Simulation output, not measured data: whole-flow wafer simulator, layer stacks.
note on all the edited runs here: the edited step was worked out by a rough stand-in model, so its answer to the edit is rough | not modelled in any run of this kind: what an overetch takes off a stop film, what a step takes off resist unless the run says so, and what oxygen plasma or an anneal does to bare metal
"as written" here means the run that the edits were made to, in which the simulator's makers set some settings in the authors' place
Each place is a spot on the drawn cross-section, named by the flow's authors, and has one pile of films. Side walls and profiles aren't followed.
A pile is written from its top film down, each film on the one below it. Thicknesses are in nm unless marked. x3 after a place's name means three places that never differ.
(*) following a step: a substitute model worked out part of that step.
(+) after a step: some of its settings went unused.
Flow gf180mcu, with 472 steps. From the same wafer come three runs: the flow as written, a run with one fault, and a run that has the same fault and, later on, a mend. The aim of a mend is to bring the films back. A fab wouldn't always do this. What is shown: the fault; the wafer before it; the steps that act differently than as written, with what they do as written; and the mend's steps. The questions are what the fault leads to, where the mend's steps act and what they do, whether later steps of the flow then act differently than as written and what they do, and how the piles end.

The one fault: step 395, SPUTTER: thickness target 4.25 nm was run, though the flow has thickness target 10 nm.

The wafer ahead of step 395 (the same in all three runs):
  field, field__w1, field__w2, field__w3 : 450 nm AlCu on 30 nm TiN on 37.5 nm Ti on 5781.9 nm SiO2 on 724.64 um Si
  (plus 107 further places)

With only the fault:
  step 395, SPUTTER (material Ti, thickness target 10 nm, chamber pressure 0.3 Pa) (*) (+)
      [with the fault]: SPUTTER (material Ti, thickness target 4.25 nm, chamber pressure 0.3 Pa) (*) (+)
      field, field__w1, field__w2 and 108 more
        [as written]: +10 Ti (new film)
        [with the fault]: +4.25 Ti (new film)
  Steps further on in the flow that do not act as written (not shown: 1 more step that differs only slightly, by at most 2% or 0.5 nm, whichever is larger):
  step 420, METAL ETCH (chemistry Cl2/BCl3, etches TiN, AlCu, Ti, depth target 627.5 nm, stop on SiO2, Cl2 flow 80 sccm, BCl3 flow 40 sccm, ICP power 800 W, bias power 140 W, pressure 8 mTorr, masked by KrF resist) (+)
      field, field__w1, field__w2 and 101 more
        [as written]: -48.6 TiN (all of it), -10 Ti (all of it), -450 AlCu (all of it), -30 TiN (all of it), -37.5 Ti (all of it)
        [with the fault]: -48.6 TiN (all of it), -4.25 Ti (all of it), -450 AlCu (all of it), -30 TiN (all of it), -37.5 Ti (all of it)
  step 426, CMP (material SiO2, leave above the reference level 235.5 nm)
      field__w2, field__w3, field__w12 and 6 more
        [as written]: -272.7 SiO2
        [with the fault]: -278.7 SiO2
  At field__w4, field__w8, contact, m1, m1__w1, mim, mim_1p0, m1_nw, the piles at the end differ from the flow's by more than 2% or 0.5 nm, whichever is larger.
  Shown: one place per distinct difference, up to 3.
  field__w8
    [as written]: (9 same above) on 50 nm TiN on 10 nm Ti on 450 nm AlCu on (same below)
    [with the fault]: (9 same above) on 50 nm TiN on 4.25 nm Ti on 450 nm AlCu on (same below)
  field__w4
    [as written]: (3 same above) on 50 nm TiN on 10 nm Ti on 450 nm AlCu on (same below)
    [with the fault]: (3 same above) on 50 nm TiN on 4.25 nm Ti on 450 nm AlCu on (same below)
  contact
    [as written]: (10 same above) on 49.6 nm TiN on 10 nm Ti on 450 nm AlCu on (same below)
    [with the fault]: (10 same above) on 49.6 nm TiN on 4.25 nm Ti on 450 nm AlCu on (same below)

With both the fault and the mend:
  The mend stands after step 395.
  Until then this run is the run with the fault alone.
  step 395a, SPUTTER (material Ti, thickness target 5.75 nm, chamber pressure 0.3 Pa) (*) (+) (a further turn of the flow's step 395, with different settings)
      field, field__w1, field__w2 and 108 more
        +5.75 Ti
  None of the later steps of the flow acts differently than as written at any place that is followed.
  At every place that both follow, the piles at the end match the flow's.
